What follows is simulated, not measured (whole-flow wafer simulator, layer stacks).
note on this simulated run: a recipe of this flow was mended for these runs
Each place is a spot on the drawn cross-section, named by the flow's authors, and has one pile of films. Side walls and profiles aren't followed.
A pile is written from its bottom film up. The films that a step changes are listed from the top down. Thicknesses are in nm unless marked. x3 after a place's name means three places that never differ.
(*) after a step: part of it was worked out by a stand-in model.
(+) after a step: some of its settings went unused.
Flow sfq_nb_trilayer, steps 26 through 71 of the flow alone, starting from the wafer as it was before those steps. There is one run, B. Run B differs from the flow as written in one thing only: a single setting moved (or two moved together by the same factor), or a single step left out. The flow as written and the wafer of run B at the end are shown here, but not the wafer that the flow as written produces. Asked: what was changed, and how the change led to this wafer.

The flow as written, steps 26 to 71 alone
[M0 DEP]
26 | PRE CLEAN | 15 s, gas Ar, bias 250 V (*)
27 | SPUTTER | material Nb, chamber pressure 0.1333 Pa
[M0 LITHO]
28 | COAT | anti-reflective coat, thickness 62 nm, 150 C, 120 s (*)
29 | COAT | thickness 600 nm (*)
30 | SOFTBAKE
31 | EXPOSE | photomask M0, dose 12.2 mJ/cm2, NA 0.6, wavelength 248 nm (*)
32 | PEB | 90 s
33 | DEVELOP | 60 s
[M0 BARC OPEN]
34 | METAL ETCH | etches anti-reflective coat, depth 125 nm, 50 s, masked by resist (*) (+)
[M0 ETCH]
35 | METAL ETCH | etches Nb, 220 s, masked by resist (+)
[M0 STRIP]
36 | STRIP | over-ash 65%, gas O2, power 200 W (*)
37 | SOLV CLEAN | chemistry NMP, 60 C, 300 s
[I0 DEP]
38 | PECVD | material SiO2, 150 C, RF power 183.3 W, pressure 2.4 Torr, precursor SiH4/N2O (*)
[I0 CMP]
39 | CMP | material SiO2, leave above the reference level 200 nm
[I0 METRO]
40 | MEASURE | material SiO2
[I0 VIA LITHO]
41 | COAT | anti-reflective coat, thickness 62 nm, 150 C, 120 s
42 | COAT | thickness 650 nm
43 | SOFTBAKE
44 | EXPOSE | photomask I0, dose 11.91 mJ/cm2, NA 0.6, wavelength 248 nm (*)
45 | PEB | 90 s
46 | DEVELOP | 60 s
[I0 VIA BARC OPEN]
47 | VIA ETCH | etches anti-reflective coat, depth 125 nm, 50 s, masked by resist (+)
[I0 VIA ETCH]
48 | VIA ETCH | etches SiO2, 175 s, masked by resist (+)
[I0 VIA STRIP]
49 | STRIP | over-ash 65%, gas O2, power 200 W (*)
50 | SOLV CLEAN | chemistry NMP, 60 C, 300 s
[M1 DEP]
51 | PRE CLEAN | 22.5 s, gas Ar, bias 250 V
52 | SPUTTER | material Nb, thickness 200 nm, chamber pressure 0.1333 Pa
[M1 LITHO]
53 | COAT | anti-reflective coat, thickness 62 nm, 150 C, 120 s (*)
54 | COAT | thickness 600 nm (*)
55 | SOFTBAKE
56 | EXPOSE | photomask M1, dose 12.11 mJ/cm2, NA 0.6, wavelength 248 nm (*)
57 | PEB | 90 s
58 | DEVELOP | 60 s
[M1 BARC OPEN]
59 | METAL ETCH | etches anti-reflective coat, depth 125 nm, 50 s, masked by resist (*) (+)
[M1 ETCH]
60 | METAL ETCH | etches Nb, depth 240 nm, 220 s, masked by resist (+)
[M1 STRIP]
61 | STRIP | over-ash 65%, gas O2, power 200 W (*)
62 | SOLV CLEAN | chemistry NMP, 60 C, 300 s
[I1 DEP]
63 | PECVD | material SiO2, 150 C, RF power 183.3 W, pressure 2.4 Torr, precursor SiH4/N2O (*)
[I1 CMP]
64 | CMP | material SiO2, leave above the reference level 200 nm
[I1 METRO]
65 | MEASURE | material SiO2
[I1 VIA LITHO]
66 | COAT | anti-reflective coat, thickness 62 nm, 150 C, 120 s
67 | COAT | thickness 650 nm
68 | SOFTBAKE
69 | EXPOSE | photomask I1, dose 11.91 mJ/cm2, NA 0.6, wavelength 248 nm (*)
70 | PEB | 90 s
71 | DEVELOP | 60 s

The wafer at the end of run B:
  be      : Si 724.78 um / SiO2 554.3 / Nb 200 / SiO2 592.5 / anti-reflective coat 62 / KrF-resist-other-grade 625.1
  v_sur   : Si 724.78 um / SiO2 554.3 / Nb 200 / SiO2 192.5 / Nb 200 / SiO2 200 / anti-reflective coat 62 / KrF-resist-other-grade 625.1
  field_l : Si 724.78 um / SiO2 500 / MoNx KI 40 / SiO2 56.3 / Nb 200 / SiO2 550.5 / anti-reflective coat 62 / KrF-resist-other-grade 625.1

The reason: step 26, PRE CLEAN: 11.1 s was run, though the flow has 15 s.

Step by step, how the change led to this:
  26 | PRE CLEAN | 15 s, gas Ar, bias 250 V (*)
      field_l, v_sur, via_wl and 102 more: SiO2 loses 3.7 (in the flow as written it would be: SiO2 loses 5)
      l0v: MoNx KI loses 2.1 (in the flow as written it would be: MoNx KI loses 2.91)
